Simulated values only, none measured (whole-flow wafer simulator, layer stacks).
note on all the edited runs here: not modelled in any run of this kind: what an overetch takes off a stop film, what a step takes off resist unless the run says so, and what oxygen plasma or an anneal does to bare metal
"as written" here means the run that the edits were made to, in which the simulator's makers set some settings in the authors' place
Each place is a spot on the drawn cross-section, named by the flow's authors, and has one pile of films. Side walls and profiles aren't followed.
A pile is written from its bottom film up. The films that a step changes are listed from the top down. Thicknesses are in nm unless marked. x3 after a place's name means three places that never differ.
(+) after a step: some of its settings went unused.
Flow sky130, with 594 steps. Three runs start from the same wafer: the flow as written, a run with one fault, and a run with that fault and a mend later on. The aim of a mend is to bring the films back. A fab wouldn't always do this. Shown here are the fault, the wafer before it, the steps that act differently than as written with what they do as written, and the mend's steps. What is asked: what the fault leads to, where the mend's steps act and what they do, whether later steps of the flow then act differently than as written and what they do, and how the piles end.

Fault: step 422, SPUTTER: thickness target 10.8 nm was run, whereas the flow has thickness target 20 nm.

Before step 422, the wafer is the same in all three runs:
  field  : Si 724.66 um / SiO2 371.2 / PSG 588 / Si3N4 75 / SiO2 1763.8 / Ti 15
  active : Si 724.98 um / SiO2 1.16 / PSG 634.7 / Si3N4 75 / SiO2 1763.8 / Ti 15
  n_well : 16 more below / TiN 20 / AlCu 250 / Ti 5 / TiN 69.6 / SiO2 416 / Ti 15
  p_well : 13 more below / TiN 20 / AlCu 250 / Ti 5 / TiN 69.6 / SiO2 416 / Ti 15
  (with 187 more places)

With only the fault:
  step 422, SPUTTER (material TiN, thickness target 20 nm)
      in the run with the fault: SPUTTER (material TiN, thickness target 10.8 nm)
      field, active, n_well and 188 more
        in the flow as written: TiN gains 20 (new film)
        in the run with the fault: TiN gains 10.8 (new film)
  Steps further on in the flow that do not act as written (not shown: 16 more steps that differ only slightly, by at most 2% or 0.5 nm, whichever is larger):
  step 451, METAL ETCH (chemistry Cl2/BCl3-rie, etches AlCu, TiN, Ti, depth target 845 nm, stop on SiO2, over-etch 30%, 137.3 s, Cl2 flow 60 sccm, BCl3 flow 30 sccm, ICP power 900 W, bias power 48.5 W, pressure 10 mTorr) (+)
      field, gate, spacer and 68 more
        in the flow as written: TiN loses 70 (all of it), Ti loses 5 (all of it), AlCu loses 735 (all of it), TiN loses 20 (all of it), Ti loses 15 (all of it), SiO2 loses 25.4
        in the run with the fault: TiN loses 70 (all of it), Ti loses 5 (all of it), AlCu loses 735 (all of it), TiN loses 10.8 (all of it), Ti loses 15 (all of it), SiO2 loses 26.3
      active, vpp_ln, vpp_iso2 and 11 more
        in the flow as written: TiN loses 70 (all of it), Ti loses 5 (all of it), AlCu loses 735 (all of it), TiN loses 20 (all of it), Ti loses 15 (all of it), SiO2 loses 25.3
        in the run with the fault: TiN loses 70 (all of it), Ti loses 5 (all of it), AlCu loses 735 (all of it), TiN loses 10.8 (all of it), Ti loses 15 (all of it), SiO2 loses 26.3
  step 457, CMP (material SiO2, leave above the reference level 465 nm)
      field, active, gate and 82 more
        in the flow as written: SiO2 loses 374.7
        in the run with the fault: SiO2 loses 382.9
  The piles end different from the flow's at n_well, p_well, gate_hv and 104 more by more than 2% or 0.5 nm, whichever is larger.
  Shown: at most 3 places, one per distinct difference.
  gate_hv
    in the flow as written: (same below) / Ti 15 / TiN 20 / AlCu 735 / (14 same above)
    in the run with the fault: (same below) / Ti 15 / TiN 10.8 / AlCu 735 / (14 same above)
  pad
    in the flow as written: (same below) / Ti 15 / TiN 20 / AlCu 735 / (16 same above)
    in the run with the fault: (same below) / Ti 15 / TiN 10.8 / AlCu 735 / (16 same above)
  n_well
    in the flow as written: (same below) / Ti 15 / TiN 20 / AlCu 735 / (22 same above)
    in the run with the fault: (same below) / Ti 15 / TiN 10.8 / AlCu 735 / (22 same above)

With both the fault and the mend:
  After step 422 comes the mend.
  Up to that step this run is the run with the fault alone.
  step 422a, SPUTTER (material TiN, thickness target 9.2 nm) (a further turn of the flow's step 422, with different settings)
      field, active, n_well and 188 more
        TiN gains 9.2
  None of the later steps of the flow acts differently than as written at any place that is followed.
  By the end, the piles equal the flow's at every place that both follow.
